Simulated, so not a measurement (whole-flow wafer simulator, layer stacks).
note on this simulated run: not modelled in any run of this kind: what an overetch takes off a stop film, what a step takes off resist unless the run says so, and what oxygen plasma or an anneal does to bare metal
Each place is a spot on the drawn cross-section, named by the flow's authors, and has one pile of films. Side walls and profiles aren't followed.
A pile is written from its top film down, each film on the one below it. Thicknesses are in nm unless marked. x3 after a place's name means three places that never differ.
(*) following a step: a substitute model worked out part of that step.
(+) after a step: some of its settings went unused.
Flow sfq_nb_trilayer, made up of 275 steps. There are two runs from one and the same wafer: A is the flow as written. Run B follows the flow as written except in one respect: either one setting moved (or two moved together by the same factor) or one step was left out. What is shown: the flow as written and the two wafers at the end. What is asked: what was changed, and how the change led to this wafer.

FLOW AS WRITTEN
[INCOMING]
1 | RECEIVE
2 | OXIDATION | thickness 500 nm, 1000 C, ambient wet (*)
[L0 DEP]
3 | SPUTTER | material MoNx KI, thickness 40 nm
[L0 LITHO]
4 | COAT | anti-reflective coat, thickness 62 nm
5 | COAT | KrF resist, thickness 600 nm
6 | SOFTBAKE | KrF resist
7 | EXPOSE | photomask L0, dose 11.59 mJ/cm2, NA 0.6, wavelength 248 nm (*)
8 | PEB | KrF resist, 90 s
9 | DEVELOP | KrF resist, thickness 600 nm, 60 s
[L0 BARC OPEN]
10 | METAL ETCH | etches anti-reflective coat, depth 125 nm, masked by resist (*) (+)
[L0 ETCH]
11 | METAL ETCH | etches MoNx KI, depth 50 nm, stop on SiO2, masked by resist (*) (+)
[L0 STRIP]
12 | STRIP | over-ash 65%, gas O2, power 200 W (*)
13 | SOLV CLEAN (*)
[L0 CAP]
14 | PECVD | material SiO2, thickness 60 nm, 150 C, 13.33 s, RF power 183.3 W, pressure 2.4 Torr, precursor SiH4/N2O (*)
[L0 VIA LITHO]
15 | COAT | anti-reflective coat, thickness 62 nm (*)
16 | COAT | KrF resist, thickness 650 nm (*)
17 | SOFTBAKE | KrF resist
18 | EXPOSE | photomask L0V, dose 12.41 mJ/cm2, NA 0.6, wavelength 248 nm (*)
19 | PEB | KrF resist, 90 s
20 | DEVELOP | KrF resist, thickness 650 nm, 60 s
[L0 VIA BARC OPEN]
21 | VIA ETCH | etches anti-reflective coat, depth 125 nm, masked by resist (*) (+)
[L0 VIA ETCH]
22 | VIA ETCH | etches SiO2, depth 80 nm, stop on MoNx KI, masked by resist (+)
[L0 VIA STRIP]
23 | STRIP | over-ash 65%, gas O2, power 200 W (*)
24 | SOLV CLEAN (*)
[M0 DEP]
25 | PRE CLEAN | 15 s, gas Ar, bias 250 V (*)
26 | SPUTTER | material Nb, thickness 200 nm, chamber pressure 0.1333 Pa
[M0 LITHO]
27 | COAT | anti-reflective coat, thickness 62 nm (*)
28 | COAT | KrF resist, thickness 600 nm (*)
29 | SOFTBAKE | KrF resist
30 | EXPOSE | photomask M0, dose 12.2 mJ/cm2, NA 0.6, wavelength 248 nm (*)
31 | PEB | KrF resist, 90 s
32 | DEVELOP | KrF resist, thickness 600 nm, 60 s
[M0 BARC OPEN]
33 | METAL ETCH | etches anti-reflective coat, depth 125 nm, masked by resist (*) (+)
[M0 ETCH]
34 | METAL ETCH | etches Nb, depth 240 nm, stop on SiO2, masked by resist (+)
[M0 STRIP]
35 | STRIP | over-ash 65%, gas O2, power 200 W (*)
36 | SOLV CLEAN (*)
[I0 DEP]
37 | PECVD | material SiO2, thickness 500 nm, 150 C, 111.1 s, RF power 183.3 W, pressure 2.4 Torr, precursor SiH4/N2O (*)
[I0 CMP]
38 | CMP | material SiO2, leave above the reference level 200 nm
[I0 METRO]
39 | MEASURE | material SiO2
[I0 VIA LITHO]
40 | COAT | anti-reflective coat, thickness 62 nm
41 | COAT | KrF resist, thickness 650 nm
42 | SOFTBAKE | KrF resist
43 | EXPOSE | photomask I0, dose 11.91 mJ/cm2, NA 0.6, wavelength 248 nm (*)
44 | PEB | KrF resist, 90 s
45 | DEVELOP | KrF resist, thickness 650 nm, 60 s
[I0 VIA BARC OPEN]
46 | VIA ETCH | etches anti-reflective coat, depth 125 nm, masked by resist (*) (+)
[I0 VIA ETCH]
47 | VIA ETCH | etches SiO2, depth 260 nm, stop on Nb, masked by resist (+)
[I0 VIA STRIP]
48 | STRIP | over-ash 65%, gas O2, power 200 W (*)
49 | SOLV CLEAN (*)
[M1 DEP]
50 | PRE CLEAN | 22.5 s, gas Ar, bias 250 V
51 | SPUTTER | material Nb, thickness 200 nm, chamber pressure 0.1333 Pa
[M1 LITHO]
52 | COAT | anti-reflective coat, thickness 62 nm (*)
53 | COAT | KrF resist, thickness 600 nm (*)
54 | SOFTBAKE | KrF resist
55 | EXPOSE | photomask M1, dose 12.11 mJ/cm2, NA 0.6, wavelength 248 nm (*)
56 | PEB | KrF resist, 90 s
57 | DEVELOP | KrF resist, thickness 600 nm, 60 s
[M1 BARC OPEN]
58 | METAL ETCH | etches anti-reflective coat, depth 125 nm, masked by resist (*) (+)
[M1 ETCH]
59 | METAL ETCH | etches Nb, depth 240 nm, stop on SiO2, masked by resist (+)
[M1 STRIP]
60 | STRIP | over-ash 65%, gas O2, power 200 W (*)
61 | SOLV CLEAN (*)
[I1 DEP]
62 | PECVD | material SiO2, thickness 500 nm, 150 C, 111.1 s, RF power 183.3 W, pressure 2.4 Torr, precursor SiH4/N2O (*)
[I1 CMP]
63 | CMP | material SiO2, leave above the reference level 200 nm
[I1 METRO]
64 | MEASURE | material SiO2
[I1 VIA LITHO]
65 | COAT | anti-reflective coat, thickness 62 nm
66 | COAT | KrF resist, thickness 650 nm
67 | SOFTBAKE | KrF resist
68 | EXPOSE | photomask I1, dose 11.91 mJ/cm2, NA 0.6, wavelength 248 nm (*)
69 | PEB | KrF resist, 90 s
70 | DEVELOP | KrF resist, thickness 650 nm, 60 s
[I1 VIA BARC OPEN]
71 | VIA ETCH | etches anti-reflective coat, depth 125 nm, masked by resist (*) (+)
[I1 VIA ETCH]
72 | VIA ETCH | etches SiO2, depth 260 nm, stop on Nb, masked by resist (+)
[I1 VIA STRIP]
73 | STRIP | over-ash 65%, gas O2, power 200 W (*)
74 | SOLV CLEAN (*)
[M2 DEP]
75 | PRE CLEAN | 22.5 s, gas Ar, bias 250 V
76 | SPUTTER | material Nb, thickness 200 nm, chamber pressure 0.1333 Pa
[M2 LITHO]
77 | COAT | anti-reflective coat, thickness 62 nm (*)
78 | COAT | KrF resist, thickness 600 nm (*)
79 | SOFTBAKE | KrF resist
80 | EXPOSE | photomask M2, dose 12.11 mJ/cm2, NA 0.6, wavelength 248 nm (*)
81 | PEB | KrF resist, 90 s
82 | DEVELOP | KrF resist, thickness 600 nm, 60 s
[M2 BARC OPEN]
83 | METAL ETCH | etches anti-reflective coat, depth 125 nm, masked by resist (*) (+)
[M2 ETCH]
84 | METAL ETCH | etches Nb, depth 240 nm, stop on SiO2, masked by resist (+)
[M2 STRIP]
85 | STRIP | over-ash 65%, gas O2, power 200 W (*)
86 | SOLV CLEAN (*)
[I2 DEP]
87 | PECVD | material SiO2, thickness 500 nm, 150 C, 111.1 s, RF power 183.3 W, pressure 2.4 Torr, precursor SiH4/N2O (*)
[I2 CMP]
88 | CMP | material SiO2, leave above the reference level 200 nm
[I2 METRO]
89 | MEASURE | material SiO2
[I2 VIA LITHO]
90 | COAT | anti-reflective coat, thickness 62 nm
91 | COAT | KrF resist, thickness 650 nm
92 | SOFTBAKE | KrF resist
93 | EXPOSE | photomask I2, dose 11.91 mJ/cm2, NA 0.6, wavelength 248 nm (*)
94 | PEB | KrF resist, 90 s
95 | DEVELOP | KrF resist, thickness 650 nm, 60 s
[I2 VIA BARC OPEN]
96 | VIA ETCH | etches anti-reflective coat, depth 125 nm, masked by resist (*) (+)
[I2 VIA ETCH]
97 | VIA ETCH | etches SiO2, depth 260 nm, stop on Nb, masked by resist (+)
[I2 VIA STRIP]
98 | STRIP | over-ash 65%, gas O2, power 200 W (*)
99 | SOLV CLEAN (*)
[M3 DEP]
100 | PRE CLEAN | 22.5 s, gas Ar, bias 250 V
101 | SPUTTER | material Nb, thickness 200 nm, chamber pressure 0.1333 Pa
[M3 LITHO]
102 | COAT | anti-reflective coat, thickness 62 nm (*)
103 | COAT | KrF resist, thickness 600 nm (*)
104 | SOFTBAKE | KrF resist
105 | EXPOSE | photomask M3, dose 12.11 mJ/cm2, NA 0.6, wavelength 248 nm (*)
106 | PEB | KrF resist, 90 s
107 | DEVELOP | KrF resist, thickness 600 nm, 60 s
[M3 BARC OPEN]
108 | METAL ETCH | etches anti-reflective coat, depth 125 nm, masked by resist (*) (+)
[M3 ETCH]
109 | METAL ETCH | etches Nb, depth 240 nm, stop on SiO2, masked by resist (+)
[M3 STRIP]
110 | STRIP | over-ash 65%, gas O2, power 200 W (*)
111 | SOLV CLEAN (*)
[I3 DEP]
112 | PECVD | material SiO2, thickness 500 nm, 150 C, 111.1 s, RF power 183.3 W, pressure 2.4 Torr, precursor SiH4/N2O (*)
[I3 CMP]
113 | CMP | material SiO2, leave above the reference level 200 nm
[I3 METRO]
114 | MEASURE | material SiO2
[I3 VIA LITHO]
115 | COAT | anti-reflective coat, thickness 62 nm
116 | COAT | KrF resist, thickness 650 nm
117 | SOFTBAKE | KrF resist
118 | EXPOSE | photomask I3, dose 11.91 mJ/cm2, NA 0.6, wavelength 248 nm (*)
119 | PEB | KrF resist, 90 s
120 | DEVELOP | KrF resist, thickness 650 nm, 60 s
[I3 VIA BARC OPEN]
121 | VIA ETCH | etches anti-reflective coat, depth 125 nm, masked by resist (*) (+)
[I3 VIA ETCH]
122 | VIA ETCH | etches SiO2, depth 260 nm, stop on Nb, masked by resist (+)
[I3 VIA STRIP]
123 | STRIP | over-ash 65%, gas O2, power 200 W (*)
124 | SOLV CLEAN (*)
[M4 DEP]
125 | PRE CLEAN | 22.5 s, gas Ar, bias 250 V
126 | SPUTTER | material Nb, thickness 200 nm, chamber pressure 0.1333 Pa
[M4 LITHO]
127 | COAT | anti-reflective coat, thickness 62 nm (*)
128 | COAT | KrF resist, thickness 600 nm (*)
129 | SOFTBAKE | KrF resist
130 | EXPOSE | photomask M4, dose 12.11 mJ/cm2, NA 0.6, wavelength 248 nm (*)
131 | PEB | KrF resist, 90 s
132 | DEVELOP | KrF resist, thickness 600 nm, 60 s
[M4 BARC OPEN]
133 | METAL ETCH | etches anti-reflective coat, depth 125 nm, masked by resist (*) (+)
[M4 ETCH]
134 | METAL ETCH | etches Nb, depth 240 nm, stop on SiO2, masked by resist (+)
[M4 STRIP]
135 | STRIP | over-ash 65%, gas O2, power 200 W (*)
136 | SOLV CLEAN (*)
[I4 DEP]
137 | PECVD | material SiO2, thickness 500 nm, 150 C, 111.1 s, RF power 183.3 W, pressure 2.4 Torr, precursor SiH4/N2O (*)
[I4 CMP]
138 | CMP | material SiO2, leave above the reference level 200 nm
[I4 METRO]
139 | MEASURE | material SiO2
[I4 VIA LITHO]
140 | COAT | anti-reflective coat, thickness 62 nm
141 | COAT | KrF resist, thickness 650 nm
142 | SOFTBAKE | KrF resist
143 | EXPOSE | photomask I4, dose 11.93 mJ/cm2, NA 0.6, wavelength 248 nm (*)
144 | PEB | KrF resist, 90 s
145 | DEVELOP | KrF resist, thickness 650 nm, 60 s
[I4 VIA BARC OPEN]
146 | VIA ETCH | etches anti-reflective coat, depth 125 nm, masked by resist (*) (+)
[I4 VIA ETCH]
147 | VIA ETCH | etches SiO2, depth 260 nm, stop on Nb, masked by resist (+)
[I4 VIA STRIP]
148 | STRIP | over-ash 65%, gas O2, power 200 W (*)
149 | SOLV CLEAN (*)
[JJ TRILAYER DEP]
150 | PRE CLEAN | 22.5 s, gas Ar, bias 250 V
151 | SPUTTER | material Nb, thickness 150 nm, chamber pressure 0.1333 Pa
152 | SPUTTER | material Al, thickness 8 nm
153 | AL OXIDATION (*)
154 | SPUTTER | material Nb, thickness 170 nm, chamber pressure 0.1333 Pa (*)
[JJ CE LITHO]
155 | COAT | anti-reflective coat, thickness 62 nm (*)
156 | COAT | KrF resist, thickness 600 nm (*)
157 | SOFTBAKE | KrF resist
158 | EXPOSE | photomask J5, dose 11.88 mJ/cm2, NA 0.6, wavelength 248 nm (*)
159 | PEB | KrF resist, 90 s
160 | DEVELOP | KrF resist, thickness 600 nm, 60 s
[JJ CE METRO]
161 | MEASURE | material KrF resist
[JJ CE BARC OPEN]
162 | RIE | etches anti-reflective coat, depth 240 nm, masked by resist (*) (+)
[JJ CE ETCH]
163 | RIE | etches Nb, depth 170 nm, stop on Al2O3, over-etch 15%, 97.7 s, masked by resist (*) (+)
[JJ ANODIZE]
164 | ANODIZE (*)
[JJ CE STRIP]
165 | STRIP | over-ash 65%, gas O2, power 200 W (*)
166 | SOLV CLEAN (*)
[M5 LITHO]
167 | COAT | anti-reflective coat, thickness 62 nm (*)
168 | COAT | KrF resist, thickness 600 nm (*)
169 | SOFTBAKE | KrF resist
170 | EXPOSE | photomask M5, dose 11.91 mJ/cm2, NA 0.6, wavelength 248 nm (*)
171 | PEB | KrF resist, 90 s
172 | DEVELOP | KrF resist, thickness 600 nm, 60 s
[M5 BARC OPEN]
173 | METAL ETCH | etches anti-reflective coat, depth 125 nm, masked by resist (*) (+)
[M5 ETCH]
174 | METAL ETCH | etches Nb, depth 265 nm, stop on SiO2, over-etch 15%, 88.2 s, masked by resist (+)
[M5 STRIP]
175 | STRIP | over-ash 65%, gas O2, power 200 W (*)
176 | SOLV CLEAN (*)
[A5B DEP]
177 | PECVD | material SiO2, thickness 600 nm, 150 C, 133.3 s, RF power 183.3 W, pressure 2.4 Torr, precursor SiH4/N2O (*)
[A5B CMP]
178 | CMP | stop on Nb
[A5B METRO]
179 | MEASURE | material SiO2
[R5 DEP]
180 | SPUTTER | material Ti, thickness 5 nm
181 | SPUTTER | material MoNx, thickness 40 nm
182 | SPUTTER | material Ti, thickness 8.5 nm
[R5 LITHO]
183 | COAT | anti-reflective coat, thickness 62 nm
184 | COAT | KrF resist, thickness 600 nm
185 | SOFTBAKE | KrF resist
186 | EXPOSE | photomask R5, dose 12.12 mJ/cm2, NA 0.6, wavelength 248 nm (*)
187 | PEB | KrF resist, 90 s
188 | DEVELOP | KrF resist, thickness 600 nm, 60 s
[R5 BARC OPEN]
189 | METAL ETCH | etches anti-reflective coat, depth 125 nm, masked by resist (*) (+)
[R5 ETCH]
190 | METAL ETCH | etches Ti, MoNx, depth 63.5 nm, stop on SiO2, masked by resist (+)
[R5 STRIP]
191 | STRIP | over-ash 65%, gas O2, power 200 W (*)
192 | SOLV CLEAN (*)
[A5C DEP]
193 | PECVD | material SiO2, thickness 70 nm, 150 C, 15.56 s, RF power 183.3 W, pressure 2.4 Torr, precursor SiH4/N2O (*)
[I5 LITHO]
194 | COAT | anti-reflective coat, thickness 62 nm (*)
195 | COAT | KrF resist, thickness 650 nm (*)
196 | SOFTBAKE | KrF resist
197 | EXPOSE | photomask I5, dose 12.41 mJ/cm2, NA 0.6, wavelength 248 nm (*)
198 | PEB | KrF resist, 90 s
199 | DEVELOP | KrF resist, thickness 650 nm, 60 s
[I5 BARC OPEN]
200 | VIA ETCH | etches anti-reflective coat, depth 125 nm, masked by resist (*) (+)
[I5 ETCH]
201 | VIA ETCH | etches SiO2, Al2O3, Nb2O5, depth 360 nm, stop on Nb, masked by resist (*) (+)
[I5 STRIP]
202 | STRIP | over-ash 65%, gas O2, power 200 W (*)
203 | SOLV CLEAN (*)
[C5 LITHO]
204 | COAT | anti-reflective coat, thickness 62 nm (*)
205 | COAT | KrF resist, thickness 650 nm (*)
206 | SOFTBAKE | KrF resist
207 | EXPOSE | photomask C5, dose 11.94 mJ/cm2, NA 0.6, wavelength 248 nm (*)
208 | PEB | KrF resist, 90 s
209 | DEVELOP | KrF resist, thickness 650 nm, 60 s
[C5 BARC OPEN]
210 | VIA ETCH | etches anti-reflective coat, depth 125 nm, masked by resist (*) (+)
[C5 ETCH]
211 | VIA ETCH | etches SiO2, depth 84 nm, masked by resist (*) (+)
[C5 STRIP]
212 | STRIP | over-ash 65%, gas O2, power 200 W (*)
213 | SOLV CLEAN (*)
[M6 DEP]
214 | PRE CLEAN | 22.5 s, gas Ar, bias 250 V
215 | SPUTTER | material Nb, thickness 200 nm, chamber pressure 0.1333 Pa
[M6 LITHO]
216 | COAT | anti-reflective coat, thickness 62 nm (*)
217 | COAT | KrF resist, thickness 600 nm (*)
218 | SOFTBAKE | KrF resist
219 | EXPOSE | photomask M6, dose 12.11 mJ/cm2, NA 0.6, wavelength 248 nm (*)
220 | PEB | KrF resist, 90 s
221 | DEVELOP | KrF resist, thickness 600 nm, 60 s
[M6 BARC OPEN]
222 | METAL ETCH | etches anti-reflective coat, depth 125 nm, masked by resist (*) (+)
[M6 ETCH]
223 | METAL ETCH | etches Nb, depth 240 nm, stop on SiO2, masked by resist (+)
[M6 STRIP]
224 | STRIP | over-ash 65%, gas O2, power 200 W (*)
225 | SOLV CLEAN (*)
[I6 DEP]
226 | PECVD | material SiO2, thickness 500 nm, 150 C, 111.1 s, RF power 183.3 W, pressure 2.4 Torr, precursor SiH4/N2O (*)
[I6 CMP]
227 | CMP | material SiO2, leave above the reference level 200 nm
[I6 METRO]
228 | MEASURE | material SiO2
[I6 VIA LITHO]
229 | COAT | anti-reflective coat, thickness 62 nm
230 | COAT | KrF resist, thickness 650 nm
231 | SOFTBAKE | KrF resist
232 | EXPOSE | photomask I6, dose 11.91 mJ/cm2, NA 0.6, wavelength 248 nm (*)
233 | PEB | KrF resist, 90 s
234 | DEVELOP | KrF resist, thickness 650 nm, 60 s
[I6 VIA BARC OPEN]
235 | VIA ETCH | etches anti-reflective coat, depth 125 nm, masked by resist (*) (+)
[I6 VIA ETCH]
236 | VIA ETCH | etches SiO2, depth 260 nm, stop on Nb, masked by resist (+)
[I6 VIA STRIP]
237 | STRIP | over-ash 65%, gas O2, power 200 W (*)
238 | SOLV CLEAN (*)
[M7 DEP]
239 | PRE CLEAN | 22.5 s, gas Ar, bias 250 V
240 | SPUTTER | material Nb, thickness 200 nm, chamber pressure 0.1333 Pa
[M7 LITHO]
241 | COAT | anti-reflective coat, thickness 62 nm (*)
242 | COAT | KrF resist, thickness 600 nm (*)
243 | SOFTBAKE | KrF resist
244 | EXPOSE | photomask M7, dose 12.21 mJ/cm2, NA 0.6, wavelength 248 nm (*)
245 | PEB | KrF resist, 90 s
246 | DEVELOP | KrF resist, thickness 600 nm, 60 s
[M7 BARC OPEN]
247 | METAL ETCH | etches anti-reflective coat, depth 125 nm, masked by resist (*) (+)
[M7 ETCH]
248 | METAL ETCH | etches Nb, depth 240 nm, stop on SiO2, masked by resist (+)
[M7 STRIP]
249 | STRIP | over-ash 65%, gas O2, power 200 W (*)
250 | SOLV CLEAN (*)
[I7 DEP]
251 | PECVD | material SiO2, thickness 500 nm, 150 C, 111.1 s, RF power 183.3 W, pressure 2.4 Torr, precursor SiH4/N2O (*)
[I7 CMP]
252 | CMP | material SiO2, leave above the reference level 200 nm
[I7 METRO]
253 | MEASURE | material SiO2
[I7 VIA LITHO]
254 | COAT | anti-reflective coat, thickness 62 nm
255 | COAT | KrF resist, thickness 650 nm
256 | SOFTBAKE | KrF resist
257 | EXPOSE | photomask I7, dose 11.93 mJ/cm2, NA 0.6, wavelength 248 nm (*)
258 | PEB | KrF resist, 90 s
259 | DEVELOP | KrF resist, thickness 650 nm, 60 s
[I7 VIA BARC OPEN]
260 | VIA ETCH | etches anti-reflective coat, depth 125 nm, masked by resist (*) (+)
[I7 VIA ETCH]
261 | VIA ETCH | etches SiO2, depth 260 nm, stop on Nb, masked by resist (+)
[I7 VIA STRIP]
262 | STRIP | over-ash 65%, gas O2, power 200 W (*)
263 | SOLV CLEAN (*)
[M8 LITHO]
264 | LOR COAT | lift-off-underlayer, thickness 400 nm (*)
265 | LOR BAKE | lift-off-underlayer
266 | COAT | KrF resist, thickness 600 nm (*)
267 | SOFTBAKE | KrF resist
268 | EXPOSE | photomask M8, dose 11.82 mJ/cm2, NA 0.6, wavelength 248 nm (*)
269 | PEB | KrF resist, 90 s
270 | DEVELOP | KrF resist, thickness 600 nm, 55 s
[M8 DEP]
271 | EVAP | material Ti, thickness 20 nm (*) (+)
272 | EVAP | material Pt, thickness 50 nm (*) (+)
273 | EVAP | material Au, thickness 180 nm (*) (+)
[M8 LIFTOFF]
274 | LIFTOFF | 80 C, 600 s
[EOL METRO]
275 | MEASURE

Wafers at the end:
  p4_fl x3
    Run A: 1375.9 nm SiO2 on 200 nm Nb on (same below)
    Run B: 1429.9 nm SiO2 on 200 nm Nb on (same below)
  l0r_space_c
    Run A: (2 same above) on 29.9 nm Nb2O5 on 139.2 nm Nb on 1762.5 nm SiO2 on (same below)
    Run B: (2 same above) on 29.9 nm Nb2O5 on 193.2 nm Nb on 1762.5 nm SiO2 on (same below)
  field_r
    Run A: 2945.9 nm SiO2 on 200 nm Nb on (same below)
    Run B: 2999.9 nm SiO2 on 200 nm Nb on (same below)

The reason: step 151, SPUTTER: thickness 204 nm was run, while the flow as written has thickness 150 nm.

Step by step, how the change led to this:
  151 | SPUTTER | material Nb, thickness 150 nm, chamber pressure 0.1333 Pa
      field_l, v_sur, via_sp and 100 more: A +150 Nb (new film) | B +204 Nb (new film)
      via_wl, via_w, via_wr: A +130.4 Nb | B +177.9 Nb
  154 | SPUTTER | material Nb, thickness 170 nm, chamber pressure 0.1333 Pa (*)
      via_wl, via_wr: A +140.7 Nb (new film) | B +137.7 Nb (new film)
      via_w: A +141 Nb (new film) | B +138.1 Nb (new film)
  155 | COAT | anti-reflective coat, thickness 62 nm (*)
      via_wl, via_wr: A +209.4 anti-reflective coat (new film) | B +226.1 anti-reflective coat (new film)
      via_w: A +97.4 anti-reflective coat (new film) | B +102.7 anti-reflective coat (new film)
  162 | RIE | etches anti-reflective coat, depth 240 nm, masked by resist (*) (+)
      ce_l, c5j, ce_r, wl_jj: A -209.4 KrF resist | B -226.1 KrF resist
      via_wl, via_wr: A -209.4 anti-reflective coat (all of it) | B -226.1 anti-reflective coat (all of it)
      (and at 1 other place as well)
  163 | RIE | etches Nb, depth 170 nm, stop on Al2O3, over-etch 15%, 97.7 s, masked by resist (*) (+)
      via_wl, via_wr: A -140.7 Nb (all of it), -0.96 Al2O3 (all of it) | B -137.7 Nb (all of it), -0.96 Al2O3 (all of it)
      via_w: A -141 Nb (all of it), -0.96 Al2O3 (all of it) | B -138.1 Nb (all of it), -0.96 Al2O3 (all of it)
  164 | ANODIZE (*)
      via_wl, via_wr: A +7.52 Al2O3 (new film), +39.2 Nb2O5 (new film), -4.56 Al (all of it), -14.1 Nb | B +6.82 Al2O3 (new film), +40.4 Nb2O5 (new film), -4.13 Al (all of it), -14.5 Nb
  165 | STRIP | over-ash 65%, gas O2, power 200 W (*)
      ce_l: A -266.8 KrF resist (all of it), -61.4 anti-reflective coat (all of it) | B -250 KrF resist (all of it), -61.4 anti-reflective coat (all of it)
      c5j: A -266.9 KrF resist (all of it), -61.5 anti-reflective coat (all of it) | B -250.1 KrF resist (all of it), -61.5 anti-reflective coat (all of it)
      (and at 2 other places as well)
  167 | COAT | anti-reflective coat, thickness 62 nm (*)
      v_sur: A +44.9 anti-reflective coat (new film) | B +41.2 anti-reflective coat (new film)
      via_wl: A +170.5 anti-reflective coat (new film) | B +154.4 anti-reflective coat (new film)
      (and at 3 other places as well)
  168 | COAT | KrF resist, thickness 600 nm (*)
      via_wl: A +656 KrF resist (new film) | B +672.3 KrF resist (new film)
      via_wr: A +656.6 KrF resist (new film) | B +673.1 KrF resist (new film)
  174 | METAL ETCH | etches Nb, depth 265 nm, stop on SiO2, over-etch 15%, 88.2 s, masked by resist (+)
      field_l, r_sur, res and 49 more: A -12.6 Al2O3 (all of it), -29.9 Nb2O5 (all of it), -139.2 Nb (all of it), -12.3 SiO2 | B -12.6 Al2O3 (all of it), -29.9 Nb2O5 (all of it), -193.2 Nb (all of it), -6.89 SiO2
      wl_a_sl: A -12.6 Al2O3 (all of it), -29.9 Nb2O5 (all of it), -139.2 Nb (all of it), -12.3 SiO2 | B -12.6 Al2O3 (all of it), -29.9 Nb2O5 (all of it), -193.2 Nb (all of it), -6.9 SiO2
  175 | STRIP | over-ash 65%, gas O2, power 200 W (*)
      v_sur: A -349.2 KrF resist (all of it), -44.9 anti-reflective coat (all of it) | B -348.1 KrF resist (all of it), -41.2 anti-reflective coat (all of it)
      via_wl: A -427 KrF resist (all of it), -170.5 anti-reflective coat (all of it) | B -443.3 KrF resist (all of it), -154.4 anti-reflective coat (all of it)
      (and at 3 other places as well)
  178 | CMP | stop on Nb
      field_l, p4_fl x3, p4_w1 x9 and 29 more: A -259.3 SiO2 | B -210.7 SiO2
      r_sur, res, r_end, moat, field_r, lsp_l: A -252.3 SiO2 | B -201.9 SiO2
      (and at 8 other places as well)
